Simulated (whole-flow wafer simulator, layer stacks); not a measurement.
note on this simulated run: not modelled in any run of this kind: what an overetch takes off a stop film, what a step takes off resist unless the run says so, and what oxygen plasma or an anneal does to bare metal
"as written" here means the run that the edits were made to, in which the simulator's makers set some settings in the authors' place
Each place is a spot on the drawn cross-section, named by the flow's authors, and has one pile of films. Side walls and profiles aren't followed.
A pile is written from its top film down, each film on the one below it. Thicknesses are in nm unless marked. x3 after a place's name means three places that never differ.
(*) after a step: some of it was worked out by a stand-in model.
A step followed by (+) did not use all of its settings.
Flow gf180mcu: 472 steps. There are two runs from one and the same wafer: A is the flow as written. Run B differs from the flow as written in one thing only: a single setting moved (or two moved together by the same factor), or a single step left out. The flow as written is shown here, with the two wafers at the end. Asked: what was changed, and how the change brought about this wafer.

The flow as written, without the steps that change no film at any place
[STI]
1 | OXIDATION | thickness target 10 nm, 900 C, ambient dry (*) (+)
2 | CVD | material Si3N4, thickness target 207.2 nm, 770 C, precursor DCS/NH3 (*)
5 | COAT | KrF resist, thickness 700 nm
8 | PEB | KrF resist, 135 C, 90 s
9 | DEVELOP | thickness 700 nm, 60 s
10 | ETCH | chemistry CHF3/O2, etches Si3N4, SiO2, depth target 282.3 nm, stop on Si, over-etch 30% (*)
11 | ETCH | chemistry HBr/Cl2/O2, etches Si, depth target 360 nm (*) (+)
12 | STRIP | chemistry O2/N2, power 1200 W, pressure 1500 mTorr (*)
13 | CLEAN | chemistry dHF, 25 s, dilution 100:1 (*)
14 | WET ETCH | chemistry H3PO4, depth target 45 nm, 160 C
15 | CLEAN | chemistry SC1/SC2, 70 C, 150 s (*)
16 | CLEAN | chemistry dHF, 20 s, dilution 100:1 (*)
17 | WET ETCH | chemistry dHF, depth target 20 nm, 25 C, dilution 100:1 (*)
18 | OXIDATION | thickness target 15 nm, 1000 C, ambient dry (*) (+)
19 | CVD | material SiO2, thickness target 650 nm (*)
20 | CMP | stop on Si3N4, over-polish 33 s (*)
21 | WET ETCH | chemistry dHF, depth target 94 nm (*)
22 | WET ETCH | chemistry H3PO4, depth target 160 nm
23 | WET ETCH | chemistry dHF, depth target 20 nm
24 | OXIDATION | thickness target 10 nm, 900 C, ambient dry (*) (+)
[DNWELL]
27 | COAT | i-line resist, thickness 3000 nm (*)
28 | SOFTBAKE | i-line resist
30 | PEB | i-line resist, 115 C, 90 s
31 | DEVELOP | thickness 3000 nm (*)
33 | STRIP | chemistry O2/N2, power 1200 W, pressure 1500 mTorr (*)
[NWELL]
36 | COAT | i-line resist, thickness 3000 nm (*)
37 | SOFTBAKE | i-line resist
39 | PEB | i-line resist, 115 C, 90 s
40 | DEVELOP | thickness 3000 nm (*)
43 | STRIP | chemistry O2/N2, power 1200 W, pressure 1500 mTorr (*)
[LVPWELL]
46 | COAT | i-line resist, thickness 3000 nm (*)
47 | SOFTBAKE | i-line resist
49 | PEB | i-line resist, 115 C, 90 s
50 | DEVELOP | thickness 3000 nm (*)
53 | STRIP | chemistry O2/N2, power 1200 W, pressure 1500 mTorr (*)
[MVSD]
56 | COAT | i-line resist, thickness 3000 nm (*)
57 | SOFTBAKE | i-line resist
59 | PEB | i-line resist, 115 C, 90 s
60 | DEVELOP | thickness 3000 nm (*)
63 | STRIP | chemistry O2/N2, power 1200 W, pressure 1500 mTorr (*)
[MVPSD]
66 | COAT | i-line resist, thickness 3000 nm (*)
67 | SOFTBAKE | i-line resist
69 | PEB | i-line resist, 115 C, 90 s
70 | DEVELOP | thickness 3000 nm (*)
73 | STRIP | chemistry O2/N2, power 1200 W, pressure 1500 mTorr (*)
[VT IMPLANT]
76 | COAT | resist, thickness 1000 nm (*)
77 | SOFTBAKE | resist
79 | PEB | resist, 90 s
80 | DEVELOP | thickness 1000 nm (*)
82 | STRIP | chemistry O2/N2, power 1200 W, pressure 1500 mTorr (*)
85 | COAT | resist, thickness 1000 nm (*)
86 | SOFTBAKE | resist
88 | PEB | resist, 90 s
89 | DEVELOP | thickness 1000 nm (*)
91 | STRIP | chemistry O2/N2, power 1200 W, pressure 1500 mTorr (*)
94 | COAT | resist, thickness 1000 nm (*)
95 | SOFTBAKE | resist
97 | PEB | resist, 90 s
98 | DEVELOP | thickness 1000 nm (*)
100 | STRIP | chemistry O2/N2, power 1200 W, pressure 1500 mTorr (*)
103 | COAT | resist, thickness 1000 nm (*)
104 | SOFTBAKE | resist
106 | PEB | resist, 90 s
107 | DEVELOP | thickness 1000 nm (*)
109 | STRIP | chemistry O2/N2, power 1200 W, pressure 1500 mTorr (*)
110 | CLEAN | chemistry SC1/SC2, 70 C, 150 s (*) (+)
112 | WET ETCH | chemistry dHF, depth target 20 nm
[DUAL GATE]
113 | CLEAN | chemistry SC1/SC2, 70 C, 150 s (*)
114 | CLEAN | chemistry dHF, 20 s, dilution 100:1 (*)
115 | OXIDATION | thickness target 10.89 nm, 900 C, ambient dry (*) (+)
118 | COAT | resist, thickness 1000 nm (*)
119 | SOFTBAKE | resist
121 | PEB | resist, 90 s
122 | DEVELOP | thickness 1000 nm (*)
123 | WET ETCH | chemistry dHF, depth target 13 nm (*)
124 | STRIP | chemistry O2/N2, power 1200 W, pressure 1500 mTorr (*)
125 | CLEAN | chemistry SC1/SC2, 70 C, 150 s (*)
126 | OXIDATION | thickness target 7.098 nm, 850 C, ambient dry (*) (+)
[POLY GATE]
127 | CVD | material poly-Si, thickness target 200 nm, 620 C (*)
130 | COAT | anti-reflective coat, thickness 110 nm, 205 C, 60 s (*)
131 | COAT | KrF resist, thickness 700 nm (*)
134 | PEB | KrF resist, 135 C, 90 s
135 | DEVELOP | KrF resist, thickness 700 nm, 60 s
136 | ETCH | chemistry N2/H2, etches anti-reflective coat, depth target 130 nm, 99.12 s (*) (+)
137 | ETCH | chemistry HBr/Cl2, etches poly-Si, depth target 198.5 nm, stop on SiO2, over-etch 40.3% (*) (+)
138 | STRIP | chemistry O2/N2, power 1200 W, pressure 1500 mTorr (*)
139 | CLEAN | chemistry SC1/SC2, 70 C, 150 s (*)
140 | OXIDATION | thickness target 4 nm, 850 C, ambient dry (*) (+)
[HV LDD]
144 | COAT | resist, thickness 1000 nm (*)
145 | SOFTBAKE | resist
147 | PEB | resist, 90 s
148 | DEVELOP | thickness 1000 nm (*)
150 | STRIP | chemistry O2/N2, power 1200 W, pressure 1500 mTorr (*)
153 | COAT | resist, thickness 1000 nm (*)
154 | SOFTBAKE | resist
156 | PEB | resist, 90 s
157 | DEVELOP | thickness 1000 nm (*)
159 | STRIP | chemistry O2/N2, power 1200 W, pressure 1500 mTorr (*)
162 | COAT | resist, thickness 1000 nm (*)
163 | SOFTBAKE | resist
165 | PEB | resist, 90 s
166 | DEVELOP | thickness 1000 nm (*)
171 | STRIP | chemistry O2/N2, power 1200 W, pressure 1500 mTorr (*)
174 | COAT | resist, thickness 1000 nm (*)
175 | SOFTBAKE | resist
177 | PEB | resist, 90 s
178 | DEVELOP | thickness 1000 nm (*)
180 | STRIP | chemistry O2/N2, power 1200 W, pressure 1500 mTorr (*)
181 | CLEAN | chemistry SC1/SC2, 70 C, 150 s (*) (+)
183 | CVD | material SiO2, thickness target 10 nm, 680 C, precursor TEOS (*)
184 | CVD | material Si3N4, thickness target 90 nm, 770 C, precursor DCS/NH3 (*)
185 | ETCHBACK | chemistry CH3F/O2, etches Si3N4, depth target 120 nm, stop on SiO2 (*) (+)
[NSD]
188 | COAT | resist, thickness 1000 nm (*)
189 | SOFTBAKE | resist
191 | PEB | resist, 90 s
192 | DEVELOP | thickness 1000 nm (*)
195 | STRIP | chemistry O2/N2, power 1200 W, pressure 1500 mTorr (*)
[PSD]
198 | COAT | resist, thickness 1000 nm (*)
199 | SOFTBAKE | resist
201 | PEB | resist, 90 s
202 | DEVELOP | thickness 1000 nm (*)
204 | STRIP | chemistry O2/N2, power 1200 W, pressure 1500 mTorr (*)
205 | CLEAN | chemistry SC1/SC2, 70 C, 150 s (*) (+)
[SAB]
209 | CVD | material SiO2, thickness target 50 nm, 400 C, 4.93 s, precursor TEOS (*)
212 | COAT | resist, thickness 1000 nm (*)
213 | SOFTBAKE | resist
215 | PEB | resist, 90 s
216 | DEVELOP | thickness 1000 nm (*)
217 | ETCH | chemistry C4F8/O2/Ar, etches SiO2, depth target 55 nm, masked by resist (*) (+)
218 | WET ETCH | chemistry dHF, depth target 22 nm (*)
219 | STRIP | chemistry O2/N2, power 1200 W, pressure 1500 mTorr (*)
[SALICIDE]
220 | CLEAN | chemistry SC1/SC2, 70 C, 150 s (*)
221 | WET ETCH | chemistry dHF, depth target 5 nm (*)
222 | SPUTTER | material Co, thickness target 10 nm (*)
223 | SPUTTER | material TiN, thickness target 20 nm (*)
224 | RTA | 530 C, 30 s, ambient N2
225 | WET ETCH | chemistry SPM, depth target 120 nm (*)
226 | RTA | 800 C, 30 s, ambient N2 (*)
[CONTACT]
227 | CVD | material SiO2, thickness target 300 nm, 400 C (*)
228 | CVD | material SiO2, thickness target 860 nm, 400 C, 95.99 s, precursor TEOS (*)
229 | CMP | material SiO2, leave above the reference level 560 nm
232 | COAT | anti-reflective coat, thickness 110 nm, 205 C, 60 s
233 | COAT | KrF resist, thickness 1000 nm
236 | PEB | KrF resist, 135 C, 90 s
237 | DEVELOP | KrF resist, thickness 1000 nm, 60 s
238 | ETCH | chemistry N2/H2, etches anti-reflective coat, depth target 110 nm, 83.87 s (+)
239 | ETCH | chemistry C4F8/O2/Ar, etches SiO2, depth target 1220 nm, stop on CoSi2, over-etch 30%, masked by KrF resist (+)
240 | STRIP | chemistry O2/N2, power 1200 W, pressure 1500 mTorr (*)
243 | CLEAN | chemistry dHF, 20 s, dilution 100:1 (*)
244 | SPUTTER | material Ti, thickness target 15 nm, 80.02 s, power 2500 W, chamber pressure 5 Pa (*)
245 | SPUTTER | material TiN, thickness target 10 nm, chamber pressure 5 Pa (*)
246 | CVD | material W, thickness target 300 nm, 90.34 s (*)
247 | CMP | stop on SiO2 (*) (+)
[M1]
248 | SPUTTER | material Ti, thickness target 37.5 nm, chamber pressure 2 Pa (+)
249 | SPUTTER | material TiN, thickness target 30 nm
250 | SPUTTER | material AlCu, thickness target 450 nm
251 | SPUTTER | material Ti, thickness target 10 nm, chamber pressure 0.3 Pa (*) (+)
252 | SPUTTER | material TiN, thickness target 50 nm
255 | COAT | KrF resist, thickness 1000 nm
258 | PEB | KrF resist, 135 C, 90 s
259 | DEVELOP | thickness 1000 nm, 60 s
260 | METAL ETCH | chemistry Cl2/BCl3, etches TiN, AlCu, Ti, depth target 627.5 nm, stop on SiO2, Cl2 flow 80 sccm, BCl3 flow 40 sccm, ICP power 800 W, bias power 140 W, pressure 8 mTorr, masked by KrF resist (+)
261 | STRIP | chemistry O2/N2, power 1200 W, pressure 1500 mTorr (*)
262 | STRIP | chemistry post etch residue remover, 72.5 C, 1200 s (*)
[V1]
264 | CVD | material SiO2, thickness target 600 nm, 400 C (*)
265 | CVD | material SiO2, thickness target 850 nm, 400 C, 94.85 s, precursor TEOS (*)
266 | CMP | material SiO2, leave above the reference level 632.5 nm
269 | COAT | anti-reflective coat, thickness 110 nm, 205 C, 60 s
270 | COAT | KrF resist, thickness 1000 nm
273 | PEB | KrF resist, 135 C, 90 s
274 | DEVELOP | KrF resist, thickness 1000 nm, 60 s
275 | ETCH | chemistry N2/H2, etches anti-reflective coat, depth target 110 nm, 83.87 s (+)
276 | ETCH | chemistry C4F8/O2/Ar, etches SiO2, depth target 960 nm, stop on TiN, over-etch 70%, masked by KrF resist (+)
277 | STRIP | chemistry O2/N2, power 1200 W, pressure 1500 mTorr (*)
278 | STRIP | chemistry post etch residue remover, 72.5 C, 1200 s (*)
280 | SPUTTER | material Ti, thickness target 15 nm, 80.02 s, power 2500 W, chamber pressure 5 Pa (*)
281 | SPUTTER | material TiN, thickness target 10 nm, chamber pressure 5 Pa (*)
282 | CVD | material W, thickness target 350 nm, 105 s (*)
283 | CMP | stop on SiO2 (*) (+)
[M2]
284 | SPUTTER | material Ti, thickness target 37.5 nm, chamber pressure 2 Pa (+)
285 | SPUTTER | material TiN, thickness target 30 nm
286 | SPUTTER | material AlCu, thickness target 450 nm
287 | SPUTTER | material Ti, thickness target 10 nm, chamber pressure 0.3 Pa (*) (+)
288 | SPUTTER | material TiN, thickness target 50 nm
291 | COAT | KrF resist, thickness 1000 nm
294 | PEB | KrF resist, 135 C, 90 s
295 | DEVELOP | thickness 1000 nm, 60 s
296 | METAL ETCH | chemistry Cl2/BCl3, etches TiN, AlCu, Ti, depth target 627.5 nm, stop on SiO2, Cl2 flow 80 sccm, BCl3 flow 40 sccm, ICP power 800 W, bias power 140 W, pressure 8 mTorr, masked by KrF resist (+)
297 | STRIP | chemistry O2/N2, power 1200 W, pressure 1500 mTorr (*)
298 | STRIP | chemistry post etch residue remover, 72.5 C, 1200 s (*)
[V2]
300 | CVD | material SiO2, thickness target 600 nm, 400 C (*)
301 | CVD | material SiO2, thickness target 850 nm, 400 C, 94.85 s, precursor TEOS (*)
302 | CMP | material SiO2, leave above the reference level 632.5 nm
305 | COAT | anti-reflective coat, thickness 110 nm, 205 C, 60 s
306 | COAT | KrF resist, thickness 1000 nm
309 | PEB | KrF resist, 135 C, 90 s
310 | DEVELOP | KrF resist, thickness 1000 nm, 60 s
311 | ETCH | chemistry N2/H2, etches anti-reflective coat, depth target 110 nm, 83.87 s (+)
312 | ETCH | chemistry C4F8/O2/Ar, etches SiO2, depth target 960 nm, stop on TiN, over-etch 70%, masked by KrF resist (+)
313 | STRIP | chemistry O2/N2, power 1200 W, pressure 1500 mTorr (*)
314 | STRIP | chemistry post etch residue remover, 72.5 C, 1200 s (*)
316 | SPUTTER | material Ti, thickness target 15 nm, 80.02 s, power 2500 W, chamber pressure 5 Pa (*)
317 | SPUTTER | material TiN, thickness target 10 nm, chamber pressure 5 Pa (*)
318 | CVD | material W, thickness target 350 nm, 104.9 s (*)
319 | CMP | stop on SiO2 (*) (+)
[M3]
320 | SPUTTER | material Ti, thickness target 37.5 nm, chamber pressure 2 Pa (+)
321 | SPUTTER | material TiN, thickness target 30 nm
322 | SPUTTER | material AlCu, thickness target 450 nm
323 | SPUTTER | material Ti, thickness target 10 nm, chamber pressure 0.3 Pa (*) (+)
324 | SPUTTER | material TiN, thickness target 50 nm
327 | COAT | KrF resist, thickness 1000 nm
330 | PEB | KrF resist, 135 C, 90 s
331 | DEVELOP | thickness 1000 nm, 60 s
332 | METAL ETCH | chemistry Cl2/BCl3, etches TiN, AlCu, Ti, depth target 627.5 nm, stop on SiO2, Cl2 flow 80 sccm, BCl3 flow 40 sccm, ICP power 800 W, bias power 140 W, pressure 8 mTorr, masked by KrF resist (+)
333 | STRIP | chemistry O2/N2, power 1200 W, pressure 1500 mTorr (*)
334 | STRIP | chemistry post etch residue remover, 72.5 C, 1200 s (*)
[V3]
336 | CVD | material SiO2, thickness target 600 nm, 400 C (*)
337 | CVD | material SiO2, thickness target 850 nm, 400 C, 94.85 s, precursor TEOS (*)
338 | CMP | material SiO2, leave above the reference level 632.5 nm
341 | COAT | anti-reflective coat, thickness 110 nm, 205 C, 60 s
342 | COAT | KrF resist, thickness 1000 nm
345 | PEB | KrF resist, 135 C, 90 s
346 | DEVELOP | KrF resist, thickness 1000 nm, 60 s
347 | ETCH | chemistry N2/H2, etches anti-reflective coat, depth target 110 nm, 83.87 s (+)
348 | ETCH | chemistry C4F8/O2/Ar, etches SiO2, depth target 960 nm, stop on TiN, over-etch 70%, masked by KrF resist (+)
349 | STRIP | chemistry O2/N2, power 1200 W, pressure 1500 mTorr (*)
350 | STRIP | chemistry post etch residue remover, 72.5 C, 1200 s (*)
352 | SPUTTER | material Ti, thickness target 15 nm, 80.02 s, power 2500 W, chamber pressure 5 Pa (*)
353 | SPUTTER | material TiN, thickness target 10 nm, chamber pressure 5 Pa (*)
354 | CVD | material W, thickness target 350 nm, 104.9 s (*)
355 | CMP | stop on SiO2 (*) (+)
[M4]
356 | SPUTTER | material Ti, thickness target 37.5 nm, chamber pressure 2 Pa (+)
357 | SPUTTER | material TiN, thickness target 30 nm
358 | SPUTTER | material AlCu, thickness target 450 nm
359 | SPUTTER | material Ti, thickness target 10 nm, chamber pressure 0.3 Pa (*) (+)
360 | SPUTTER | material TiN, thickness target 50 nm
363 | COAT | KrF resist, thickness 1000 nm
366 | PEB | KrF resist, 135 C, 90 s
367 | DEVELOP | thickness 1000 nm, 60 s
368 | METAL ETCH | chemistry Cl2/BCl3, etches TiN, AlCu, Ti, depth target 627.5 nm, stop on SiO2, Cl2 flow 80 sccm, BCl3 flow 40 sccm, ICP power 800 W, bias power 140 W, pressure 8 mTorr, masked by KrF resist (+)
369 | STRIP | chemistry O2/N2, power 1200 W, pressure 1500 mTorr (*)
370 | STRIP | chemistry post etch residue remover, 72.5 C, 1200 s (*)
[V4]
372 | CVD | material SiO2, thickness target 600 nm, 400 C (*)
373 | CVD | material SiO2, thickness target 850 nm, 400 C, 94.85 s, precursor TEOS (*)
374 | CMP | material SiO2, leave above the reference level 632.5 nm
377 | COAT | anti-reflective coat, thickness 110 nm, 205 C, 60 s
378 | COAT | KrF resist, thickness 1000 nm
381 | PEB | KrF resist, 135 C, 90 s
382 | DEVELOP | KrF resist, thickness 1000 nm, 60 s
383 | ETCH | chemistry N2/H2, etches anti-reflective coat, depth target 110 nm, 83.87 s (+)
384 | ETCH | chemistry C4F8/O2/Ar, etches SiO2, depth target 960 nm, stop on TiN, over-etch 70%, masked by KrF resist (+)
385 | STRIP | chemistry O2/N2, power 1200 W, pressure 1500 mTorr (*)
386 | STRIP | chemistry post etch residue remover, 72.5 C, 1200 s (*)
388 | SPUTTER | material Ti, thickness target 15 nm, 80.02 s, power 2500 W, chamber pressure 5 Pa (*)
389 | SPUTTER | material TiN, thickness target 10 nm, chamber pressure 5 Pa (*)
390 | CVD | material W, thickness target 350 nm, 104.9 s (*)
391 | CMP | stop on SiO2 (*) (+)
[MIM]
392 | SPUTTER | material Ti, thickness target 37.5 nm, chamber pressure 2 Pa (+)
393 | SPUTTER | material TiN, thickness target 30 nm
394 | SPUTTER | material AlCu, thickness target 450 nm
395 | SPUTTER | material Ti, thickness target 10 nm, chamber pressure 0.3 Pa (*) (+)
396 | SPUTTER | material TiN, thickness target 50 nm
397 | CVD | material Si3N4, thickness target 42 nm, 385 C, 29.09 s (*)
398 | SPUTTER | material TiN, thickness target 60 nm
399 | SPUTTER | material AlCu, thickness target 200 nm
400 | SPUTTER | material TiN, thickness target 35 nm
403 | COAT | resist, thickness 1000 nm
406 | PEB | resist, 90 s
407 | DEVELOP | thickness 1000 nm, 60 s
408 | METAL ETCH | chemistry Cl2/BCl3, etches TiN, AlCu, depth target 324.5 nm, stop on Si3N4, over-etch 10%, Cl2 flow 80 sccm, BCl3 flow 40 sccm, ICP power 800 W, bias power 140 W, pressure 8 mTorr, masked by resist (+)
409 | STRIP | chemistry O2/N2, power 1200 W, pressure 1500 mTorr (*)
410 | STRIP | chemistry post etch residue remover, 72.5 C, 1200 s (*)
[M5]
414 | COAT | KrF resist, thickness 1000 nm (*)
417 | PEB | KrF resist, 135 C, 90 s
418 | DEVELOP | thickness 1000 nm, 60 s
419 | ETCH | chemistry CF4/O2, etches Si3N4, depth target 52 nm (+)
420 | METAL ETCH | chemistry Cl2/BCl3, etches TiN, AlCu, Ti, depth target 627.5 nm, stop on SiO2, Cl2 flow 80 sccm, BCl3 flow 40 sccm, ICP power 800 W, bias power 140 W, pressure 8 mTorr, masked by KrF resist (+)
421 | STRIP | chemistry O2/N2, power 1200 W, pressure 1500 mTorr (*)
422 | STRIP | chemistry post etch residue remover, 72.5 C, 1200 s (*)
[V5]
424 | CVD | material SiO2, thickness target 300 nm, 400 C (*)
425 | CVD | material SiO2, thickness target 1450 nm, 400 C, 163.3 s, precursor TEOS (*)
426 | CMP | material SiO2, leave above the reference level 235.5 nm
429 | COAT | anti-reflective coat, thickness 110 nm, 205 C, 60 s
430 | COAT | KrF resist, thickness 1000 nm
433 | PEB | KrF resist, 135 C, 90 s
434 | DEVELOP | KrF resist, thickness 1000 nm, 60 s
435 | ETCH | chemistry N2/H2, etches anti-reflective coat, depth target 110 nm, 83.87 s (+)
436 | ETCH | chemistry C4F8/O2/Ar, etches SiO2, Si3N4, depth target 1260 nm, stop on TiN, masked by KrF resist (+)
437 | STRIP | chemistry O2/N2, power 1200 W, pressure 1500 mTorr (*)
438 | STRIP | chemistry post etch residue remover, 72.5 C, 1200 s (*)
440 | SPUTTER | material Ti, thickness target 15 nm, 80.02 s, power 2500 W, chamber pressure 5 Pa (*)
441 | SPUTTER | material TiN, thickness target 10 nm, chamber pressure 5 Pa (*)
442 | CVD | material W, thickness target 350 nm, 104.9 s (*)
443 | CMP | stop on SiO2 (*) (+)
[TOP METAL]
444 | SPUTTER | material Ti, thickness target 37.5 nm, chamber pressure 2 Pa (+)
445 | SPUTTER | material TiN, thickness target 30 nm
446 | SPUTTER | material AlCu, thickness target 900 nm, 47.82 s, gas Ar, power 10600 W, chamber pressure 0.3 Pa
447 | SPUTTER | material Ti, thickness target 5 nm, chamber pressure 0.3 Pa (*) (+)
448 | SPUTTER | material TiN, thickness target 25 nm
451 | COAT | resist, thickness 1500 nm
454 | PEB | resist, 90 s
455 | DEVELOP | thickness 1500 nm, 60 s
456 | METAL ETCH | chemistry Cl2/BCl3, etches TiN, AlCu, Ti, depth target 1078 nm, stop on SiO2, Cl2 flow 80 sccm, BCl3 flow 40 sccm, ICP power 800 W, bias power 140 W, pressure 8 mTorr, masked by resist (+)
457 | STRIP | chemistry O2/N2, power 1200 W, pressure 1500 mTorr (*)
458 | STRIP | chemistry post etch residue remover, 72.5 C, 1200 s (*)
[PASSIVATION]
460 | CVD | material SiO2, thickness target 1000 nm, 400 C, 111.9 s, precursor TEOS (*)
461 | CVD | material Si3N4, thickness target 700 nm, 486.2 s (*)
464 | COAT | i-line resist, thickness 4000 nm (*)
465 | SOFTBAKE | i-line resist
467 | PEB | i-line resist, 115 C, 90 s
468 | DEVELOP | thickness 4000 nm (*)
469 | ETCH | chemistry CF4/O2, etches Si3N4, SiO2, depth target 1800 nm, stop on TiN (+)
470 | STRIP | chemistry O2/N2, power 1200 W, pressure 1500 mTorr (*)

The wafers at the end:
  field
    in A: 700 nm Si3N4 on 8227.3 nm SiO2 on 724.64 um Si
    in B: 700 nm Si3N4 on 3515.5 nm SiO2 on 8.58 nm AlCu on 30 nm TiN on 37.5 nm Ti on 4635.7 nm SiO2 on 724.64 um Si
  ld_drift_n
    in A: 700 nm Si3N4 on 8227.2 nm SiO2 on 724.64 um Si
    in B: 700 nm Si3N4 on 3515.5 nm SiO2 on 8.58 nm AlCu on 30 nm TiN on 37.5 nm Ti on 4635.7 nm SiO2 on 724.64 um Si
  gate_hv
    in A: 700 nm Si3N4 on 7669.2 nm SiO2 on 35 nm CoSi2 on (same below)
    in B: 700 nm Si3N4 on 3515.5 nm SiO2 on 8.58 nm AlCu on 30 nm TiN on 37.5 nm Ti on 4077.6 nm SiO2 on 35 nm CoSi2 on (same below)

Cause: step 368, METAL ETCH: depth target 495.7 nm was run, though the flow has depth target 627.5 nm.

Step by step, how the change led to this:
  368 | METAL ETCH | chemistry Cl2/BCl3, etches TiN, AlCu, Ti, depth target 627.5 nm, stop on SiO2, Cl2 flow 80 sccm, BCl3 flow 40 sccm, ICP power 800 W, bias power 140 W, pressure 8 mTorr, masked by KrF resist (+)
      field, field__w1, field__w2 and 103 more: A TiN loses 50 (all of it), Ti loses 10 (all of it), AlCu loses 450 (all of it), TiN loses 30 (all of it), Ti loses 37.5 (all of it) | B TiN loses 50 (all of it), Ti loses 10 (all of it), AlCu loses 435.7
      field__w8, contact, m1, m1__w1, m1_nw: A KrF resist loses 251 | B KrF resist loses 198.3
  369 | STRIP | chemistry O2/N2, power 1200 W, pressure 1500 mTorr (*)
      field__w8, contact, m1, m1__w1, m1_nw: A KrF resist loses 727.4 (all of it) | B KrF resist loses 780.1 (all of it)
  370 | STRIP | chemistry post etch residue remover, 72.5 C, 1200 s (*)
      field, field__w1, field__w2 and 103 more: A nothing | B AlCu loses 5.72
  372 | CVD | material SiO2, thickness target 600 nm, 400 C (*)
      field, field__w1, field__w2 and 103 more: A SiO2 gains 600 | B SiO2 gains 600 (new film)
  374 | CMP | material SiO2, leave above the reference level 632.5 nm
      field, field__w1, field__w2 and 103 more: A SiO2 loses 300 | B SiO2 loses 376.1
Taking metal films that touch as one body, field has 1 body; the flow as written gives 0 bodies.
Taking metal films that touch as one body, ld_drift_n has 1 body; the flow as written gives 0 bodies.
Taking metal films that touch as one body, gate_hv has 2 bodies (between them, from the top down: SiO2 4077.6); the flow as written gives 1 body.
